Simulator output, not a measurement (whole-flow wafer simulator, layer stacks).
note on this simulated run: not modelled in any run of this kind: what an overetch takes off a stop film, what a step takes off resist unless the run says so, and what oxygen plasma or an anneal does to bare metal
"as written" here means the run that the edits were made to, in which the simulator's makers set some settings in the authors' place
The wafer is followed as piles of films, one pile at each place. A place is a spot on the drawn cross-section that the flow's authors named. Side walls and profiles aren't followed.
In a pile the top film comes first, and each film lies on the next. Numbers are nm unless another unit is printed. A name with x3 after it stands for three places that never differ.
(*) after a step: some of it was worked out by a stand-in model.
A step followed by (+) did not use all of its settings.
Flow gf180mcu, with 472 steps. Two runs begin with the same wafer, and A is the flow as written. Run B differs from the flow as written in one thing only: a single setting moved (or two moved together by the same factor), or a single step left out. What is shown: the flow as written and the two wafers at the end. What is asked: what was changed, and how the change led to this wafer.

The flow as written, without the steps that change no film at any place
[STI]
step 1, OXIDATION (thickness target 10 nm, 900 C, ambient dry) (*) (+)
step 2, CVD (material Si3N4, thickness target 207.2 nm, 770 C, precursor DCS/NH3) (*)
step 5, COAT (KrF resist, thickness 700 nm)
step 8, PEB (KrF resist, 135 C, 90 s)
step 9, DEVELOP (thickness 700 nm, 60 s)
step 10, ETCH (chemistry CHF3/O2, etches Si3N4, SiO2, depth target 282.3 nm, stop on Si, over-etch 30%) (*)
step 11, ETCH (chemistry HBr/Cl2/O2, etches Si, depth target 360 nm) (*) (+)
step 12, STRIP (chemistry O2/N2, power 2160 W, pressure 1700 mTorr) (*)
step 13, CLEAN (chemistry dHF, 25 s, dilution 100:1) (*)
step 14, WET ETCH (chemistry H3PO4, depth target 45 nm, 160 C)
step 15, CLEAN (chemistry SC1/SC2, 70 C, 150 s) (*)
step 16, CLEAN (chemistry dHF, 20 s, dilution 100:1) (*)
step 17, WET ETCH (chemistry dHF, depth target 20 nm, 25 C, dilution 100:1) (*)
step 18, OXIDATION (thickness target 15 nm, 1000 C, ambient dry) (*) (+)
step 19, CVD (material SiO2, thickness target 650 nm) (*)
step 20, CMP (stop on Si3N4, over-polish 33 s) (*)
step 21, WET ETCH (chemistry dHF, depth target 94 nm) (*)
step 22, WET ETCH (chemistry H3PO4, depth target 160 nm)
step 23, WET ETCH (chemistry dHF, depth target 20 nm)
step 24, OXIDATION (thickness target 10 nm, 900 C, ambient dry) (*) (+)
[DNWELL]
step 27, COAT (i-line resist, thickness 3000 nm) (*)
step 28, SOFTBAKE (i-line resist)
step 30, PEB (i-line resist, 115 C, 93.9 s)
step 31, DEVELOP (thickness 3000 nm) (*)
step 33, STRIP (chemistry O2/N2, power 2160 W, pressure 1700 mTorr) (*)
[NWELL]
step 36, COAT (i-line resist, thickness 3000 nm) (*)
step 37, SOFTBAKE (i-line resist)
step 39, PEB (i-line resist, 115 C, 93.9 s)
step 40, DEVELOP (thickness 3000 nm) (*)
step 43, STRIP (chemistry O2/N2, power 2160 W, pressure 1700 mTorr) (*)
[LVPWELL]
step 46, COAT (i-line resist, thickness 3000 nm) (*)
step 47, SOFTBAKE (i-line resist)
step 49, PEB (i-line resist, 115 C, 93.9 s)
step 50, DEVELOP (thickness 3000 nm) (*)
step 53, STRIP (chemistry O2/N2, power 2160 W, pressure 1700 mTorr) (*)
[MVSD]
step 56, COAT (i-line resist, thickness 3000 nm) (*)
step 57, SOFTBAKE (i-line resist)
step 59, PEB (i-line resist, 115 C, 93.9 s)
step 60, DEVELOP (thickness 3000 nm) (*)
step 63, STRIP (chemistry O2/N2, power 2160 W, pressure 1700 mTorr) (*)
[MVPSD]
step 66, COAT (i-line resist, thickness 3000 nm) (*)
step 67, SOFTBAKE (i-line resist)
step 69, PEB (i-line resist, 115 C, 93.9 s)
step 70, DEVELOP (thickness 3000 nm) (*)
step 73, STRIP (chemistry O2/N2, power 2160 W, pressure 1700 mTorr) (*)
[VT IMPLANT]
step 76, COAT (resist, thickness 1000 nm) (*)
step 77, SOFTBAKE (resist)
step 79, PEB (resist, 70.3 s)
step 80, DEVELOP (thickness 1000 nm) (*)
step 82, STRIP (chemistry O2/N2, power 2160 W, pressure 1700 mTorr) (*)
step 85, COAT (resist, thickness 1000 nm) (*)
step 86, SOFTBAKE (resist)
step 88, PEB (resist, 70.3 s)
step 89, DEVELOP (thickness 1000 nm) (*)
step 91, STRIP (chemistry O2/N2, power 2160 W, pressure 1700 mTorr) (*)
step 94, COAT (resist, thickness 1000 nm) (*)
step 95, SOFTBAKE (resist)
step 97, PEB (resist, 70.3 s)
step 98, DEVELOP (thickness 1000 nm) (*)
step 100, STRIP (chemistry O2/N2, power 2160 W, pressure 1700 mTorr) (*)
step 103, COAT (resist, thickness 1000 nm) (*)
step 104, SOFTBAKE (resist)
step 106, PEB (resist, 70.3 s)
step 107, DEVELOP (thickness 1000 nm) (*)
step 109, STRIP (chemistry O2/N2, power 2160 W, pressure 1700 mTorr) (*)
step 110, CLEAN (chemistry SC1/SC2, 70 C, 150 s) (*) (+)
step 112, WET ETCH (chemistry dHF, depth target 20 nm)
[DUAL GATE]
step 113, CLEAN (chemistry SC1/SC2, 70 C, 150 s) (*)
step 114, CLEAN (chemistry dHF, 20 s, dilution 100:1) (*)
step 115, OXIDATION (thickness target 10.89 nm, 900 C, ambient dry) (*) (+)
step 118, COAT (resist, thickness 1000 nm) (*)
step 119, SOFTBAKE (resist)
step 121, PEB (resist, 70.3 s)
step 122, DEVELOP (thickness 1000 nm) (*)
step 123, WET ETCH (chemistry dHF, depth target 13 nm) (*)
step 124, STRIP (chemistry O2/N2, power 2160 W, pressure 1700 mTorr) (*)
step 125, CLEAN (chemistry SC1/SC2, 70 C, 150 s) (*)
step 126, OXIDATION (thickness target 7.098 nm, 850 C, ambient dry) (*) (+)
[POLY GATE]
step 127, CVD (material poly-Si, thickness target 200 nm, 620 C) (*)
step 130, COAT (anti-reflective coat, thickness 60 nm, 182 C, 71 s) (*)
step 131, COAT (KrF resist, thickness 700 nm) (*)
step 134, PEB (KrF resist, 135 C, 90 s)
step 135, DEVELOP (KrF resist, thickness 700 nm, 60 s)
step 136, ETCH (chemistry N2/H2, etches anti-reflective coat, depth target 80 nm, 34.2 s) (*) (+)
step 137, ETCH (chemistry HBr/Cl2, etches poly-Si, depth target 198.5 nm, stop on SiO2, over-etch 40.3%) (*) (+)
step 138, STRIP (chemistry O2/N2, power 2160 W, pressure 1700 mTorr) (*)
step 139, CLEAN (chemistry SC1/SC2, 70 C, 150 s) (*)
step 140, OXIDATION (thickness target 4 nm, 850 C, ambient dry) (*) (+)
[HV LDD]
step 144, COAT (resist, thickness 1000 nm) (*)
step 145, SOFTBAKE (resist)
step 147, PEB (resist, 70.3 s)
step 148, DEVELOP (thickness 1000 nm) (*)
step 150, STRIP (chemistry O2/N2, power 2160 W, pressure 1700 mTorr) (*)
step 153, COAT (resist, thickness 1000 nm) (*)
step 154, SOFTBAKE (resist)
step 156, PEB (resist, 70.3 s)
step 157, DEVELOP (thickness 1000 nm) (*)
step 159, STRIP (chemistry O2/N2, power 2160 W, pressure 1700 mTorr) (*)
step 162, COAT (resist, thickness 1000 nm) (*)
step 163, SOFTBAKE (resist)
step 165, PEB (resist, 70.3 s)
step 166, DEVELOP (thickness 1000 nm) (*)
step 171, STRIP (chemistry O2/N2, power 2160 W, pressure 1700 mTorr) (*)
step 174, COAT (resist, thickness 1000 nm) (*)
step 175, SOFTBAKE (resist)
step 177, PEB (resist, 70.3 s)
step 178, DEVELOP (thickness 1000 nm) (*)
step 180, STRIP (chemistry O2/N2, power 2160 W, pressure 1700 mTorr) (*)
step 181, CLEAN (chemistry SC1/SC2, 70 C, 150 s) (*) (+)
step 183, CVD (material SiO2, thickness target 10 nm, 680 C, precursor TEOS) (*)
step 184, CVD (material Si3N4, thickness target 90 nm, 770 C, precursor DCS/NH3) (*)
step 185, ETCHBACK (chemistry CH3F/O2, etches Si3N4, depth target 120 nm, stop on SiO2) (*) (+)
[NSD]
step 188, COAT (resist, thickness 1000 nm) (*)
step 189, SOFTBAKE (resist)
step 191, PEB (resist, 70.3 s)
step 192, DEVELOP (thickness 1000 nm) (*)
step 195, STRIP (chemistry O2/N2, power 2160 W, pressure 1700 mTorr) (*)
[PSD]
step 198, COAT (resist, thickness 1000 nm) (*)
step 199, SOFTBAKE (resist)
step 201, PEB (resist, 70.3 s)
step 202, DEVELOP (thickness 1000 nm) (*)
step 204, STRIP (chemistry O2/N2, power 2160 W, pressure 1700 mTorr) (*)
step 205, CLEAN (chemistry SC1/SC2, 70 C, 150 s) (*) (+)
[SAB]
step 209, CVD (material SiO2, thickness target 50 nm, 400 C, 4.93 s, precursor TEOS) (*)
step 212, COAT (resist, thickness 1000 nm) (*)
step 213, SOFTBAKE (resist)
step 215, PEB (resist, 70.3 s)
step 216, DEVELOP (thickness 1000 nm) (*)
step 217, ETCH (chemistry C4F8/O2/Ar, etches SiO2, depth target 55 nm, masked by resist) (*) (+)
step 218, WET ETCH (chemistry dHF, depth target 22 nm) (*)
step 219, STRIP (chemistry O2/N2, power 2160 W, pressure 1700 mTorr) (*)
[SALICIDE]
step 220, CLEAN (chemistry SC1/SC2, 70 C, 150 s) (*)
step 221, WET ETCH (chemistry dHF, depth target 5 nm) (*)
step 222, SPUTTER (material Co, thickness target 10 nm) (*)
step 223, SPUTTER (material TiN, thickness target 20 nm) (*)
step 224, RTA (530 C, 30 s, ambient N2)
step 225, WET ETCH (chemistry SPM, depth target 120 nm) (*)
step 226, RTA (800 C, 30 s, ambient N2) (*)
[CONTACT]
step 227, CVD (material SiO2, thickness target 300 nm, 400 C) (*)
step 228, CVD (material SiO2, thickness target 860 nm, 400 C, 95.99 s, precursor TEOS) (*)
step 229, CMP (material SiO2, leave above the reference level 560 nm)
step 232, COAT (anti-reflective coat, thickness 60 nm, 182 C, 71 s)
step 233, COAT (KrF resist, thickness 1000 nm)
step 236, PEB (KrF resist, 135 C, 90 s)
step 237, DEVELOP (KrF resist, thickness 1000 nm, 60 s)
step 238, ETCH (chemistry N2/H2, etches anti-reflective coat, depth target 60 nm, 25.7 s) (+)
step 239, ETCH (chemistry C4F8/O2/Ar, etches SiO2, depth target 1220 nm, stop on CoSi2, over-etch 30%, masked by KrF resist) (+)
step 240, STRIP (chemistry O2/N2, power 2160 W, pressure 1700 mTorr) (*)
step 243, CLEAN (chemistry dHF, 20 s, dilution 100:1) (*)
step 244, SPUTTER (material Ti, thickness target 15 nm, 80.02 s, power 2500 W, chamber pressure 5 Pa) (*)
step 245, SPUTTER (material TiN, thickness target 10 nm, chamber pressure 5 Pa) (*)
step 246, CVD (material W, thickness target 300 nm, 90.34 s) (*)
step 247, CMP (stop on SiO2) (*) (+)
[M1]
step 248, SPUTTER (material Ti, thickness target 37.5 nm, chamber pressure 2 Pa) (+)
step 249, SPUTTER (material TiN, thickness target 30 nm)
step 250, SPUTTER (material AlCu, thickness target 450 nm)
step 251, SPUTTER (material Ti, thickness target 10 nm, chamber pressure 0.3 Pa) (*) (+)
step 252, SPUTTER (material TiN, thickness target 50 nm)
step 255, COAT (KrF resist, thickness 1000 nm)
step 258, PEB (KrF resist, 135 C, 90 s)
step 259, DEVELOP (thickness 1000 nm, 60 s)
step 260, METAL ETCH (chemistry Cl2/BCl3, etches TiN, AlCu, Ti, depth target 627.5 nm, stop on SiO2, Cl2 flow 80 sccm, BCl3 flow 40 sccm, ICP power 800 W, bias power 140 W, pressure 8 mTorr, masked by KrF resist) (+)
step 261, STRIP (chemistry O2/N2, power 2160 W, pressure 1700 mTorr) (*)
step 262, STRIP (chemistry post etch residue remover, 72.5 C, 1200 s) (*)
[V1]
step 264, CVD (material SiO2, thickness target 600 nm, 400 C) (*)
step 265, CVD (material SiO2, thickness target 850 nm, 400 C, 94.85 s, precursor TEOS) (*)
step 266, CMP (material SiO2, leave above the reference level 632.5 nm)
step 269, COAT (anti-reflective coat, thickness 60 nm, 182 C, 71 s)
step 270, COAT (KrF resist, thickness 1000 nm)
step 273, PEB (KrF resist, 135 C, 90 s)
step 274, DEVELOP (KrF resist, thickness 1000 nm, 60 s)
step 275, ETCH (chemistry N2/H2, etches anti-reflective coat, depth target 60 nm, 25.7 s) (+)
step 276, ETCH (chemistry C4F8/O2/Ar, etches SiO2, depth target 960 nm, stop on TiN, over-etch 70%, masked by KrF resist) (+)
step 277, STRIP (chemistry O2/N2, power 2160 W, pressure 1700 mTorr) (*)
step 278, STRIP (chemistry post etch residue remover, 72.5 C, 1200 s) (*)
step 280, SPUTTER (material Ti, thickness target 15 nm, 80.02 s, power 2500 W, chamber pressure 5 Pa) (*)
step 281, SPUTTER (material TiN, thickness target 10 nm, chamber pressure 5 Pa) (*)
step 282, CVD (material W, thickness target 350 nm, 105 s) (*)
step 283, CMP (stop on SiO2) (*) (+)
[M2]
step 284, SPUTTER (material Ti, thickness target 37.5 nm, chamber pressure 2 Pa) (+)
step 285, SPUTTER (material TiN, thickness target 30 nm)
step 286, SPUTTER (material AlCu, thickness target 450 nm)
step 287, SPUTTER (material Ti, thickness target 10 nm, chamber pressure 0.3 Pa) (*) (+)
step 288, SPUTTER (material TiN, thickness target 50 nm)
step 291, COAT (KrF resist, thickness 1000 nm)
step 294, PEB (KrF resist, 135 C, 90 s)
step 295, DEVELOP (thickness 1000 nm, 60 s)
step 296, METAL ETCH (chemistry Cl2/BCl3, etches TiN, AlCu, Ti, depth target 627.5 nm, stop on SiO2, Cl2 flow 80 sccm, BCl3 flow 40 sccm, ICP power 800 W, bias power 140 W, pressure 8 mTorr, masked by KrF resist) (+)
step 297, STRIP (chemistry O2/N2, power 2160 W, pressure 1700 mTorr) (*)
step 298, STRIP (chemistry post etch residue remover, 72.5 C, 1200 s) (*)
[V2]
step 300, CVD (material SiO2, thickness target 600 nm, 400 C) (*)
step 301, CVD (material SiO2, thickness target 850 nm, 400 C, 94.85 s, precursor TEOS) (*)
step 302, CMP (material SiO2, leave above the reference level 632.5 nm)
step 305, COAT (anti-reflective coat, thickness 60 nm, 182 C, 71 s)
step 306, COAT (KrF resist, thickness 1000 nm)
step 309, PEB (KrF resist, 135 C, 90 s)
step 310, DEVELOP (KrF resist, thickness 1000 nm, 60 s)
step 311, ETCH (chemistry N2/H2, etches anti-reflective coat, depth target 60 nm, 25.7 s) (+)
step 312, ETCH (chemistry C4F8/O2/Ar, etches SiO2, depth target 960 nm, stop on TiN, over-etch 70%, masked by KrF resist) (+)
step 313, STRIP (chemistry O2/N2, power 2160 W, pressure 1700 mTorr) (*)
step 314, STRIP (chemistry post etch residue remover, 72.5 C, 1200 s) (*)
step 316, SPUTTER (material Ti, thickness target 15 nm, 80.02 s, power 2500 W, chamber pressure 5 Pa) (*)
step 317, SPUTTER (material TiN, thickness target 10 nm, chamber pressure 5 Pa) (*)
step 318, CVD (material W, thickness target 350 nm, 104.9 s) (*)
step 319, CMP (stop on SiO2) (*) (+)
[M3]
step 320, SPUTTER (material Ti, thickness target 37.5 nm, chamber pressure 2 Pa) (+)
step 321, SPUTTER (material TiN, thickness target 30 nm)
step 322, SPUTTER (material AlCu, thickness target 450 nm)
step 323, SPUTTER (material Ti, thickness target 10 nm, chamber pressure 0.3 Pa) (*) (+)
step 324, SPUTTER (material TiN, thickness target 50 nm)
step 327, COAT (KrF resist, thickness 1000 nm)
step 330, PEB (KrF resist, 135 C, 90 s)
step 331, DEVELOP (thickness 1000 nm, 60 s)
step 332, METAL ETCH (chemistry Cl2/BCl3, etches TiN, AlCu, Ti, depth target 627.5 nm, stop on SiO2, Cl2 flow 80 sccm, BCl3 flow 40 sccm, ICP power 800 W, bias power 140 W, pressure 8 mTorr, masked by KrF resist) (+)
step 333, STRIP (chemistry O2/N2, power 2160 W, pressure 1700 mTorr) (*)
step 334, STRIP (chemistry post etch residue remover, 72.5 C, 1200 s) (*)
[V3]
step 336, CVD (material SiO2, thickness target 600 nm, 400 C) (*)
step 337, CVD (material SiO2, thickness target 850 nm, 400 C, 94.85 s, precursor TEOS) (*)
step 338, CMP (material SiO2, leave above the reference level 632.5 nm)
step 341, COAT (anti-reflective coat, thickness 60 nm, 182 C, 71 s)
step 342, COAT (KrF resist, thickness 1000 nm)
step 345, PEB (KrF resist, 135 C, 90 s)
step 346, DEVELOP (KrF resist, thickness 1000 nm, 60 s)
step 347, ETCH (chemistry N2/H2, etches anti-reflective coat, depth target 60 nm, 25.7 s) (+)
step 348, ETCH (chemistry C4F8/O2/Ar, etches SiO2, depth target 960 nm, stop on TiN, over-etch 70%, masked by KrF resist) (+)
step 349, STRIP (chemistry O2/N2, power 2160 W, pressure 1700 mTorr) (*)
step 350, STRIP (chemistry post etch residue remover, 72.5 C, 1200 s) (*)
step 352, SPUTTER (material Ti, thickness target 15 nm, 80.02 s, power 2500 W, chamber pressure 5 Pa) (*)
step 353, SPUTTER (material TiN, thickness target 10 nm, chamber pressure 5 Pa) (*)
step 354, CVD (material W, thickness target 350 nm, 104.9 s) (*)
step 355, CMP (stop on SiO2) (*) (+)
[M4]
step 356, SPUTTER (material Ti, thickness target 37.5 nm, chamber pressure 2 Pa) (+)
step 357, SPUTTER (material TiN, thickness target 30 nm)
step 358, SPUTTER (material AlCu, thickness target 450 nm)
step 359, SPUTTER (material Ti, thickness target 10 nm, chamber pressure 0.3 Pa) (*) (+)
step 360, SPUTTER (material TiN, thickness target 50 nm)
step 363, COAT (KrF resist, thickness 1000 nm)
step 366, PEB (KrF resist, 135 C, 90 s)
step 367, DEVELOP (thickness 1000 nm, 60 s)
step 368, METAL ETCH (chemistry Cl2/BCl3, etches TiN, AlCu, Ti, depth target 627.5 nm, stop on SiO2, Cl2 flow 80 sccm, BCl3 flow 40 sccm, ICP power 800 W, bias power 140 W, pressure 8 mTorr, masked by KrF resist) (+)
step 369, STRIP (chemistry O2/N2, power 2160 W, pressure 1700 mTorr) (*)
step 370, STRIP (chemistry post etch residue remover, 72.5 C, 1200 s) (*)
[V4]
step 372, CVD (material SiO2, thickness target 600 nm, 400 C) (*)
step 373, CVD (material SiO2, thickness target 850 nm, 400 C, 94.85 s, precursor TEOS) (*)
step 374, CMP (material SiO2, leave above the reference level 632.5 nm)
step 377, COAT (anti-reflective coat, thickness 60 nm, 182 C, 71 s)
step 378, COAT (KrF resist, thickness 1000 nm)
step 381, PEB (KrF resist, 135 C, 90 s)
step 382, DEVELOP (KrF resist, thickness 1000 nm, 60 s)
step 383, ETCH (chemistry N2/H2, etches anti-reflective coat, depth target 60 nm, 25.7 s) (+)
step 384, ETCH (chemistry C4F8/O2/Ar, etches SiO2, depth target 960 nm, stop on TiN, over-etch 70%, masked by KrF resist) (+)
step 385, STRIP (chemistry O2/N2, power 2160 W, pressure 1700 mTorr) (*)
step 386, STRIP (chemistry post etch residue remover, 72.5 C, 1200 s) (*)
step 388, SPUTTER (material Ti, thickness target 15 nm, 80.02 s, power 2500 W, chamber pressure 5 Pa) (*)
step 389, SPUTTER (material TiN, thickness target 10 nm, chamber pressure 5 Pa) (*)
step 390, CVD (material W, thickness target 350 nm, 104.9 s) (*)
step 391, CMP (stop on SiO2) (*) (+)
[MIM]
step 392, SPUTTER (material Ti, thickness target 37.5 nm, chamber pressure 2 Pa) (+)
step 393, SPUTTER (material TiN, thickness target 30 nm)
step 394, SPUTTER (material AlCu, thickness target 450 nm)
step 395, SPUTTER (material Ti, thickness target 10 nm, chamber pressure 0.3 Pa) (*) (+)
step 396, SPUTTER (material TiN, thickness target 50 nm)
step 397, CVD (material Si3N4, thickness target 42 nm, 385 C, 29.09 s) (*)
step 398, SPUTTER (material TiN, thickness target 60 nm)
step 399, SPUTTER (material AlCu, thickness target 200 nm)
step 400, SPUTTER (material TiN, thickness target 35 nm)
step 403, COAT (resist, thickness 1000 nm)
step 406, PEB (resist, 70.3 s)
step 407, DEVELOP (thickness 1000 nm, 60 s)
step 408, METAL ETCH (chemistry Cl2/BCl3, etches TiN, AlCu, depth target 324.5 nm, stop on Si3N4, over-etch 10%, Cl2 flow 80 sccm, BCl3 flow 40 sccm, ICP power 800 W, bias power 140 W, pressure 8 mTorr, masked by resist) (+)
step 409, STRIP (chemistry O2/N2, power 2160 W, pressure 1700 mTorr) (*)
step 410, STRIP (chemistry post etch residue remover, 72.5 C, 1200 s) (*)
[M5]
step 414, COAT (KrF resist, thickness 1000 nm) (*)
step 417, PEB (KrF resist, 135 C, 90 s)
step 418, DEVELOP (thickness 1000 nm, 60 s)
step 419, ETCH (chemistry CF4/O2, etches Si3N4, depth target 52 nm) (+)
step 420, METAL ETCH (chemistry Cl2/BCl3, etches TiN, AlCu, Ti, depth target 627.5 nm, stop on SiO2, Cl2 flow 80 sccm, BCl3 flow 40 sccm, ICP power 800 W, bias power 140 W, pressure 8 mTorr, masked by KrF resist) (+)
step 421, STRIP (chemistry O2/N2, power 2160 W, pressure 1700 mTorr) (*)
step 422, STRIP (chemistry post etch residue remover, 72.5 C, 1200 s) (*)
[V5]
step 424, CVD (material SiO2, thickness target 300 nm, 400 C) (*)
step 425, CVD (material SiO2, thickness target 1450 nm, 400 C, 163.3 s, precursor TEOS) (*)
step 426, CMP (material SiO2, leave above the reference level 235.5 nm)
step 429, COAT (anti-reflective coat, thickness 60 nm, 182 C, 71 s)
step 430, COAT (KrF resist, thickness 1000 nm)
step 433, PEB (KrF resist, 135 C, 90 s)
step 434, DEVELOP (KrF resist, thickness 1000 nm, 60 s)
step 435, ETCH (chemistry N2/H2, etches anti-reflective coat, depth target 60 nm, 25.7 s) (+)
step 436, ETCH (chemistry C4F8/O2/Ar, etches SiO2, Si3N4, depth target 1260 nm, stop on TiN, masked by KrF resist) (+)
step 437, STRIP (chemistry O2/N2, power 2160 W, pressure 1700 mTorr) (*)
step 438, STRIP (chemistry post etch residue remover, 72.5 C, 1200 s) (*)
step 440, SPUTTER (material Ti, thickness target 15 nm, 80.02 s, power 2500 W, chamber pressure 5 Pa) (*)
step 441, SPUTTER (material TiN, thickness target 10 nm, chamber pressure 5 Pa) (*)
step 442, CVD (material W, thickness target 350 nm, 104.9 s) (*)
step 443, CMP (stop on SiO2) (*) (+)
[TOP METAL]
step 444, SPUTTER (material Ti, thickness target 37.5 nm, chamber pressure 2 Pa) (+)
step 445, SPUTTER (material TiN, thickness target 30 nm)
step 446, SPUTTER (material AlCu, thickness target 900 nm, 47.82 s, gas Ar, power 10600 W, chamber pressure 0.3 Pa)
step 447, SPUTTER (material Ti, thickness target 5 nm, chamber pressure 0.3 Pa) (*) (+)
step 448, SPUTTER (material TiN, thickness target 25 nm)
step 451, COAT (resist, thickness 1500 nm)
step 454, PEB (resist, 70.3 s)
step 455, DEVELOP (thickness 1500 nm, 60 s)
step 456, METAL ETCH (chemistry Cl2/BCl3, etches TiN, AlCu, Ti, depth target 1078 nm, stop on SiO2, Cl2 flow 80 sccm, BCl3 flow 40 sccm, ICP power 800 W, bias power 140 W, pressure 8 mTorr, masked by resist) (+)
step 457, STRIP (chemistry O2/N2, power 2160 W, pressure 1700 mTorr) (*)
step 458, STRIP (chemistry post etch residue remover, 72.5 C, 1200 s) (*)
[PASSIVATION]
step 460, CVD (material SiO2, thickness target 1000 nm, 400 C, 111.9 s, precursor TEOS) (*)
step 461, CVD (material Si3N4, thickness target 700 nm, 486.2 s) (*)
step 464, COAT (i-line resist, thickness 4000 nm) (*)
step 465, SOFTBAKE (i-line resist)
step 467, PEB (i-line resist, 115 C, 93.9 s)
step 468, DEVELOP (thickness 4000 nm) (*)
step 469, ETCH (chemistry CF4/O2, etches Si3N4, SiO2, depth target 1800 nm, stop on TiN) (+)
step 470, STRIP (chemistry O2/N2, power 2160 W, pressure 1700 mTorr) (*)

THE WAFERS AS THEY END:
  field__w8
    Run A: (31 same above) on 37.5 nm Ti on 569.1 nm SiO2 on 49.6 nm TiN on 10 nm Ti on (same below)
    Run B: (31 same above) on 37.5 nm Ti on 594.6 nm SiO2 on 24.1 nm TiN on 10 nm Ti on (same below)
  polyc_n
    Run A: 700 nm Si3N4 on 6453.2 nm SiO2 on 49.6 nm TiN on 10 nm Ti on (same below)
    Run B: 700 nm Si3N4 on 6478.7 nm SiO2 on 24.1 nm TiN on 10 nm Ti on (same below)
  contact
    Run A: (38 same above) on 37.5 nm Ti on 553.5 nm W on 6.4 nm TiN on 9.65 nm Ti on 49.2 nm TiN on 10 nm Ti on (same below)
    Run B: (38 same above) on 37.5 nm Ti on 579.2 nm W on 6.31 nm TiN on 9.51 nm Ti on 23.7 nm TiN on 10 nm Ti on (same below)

Cause: step 252, SPUTTER: thickness target 24.5 nm was run, while the flow as written has thickness target 50 nm.

The path from the change to this, step by step:
  step 252, SPUTTER (material TiN, thickness target 50 nm)
      field, field__w1, field__w2 and 108 more: A +50 TiN (new film) | B +24.5 TiN (new film)
  step 260, METAL ETCH (chemistry Cl2/BCl3, etches TiN, AlCu, Ti, depth target 627.5 nm, stop on SiO2, Cl2 flow 80 sccm, BCl3 flow 40 sccm, ICP power 800 W, bias power 140 W, pressure 8 mTorr, masked by KrF resist) (+)
      field, field__w1, field__w2 and 99 more: A -50 TiN (all of it), -10 Ti (all of it), -450 AlCu (all of it), -30 TiN (all of it), -37.5 Ti (all of it) | B -24.5 TiN (all of it), -10 Ti (all of it), -450 AlCu (all of it), -30 TiN (all of it), -37.5 Ti (all of it)
  step 266, CMP (material SiO2, leave above the reference level 632.5 nm)
      field__w8, contact, m1 and 6 more: A -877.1 SiO2 | B -851.6 SiO2
  step 276, ETCH (chemistry C4F8/O2/Ar, etches SiO2, depth target 960 nm, stop on TiN, over-etch 70%, masked by KrF resist) (+)
      contact: A -572.5 SiO2 (all of it) | B -598 SiO2 (all of it)
  step 282, CVD (material W, thickness target 350 nm, 105 s) (*)
      contact: A +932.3 W (new film) | B +958 W (new film)
